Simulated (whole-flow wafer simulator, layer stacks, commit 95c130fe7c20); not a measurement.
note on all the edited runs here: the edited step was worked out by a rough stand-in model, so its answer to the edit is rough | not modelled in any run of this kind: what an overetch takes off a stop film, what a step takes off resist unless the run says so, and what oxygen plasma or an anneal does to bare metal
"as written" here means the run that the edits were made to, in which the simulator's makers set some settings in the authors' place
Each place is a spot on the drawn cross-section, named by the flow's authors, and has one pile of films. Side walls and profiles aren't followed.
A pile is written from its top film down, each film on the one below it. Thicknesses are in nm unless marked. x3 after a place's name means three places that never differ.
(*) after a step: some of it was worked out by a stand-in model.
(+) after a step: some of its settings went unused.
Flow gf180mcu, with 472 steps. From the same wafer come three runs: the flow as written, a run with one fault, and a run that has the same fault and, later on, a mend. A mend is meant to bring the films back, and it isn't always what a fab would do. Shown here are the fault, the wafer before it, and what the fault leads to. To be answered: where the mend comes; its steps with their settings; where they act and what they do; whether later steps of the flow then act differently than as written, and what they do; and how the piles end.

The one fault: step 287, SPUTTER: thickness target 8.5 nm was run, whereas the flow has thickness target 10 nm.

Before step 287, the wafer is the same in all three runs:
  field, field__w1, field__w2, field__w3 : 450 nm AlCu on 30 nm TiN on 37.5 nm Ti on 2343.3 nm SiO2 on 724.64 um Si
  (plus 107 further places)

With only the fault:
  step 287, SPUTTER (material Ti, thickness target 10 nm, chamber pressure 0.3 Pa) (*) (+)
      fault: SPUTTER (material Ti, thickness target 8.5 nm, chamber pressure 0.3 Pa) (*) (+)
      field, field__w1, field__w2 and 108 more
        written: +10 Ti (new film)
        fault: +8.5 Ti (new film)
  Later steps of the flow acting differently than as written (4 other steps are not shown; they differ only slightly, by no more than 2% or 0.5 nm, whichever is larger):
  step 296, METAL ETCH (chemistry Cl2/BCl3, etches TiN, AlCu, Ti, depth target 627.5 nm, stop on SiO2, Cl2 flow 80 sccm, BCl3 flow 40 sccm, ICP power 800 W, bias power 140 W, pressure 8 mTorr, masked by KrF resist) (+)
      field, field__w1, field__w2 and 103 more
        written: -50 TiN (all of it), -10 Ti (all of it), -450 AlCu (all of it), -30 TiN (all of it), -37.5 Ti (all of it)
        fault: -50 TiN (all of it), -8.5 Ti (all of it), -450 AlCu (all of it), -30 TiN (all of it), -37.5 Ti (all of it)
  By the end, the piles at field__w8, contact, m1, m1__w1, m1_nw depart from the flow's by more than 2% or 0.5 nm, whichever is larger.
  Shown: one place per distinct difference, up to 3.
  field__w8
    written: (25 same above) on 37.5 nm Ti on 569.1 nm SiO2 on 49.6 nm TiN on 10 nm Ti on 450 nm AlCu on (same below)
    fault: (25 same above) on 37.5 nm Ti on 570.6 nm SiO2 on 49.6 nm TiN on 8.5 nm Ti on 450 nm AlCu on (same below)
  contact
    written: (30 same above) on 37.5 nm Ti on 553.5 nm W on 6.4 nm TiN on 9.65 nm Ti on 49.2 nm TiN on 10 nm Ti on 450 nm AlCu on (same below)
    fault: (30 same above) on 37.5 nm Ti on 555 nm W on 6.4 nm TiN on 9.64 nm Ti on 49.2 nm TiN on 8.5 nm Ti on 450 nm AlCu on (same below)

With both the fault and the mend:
  The mend follows step 287.
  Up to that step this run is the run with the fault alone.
  step 287a, SPUTTER (material Ti, thickness target 1.5 nm, chamber pressure 0.3 Pa) (*) (+) (a further turn of the flow's step 287, with different settings)
      field, field__w1, field__w2 and 108 more
        +1.5 Ti
  None of the later steps of the flow acts differently than as written at any place that is followed.
  The piles end the same as the flow's at every place that both follow.
